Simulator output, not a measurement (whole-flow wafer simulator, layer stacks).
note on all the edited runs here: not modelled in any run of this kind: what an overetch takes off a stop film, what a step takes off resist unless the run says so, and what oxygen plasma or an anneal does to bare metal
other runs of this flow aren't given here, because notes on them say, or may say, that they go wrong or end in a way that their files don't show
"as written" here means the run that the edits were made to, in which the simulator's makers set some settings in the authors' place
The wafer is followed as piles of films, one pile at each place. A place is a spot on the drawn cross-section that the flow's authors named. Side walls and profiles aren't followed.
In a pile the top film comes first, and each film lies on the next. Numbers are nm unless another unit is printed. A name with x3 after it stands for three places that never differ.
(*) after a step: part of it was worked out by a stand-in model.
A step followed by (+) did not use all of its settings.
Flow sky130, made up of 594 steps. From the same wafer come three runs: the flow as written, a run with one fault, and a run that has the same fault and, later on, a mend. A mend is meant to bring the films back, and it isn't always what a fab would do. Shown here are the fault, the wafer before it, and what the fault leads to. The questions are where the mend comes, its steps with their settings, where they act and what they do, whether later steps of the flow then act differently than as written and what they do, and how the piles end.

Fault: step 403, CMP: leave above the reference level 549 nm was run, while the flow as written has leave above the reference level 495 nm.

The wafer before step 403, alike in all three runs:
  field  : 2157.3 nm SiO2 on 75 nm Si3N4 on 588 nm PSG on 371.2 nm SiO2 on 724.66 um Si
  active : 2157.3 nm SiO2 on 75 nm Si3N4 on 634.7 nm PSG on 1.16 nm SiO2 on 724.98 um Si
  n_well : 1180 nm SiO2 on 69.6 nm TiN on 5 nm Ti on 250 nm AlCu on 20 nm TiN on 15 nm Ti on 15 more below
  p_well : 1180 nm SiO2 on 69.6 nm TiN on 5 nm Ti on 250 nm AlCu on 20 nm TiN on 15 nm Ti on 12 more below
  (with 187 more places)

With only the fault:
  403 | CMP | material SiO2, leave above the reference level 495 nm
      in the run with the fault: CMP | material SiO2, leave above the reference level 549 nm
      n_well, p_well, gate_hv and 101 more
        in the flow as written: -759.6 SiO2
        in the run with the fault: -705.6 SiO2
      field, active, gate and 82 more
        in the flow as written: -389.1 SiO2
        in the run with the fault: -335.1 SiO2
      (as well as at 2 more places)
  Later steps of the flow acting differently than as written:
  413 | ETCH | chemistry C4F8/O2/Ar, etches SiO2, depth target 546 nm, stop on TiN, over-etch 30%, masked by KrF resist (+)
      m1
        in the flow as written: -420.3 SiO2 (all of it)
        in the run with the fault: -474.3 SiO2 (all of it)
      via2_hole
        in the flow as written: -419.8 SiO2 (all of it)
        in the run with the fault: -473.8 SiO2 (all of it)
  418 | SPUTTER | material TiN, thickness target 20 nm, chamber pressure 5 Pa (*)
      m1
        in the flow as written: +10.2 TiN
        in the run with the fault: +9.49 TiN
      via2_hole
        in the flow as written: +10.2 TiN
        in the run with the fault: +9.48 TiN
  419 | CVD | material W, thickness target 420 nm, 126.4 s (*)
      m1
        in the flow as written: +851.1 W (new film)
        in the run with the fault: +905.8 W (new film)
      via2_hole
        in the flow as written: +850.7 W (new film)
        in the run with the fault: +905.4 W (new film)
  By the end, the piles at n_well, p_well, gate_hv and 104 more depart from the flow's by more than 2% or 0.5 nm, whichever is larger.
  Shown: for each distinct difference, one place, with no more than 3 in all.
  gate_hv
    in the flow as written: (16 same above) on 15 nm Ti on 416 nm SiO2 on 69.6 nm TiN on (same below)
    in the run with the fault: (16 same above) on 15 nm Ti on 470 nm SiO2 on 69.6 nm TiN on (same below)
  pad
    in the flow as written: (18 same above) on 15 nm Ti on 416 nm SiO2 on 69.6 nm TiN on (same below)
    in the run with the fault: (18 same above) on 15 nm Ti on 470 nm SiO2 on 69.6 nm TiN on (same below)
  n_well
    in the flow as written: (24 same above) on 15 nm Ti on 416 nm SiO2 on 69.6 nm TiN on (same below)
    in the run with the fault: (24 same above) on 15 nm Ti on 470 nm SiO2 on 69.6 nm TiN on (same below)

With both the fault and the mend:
  After step 403 comes the mend.
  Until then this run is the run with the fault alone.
  403a | CMP | material SiO2, leave above the reference level 495 nm (the flow's step 403, run once more)
      field, active, n_well and 188 more
        -54 SiO2
  Every later step of the flow that is run acts as written at every place that is followed.
  The piles end the same as the flow's at every place that both follow.
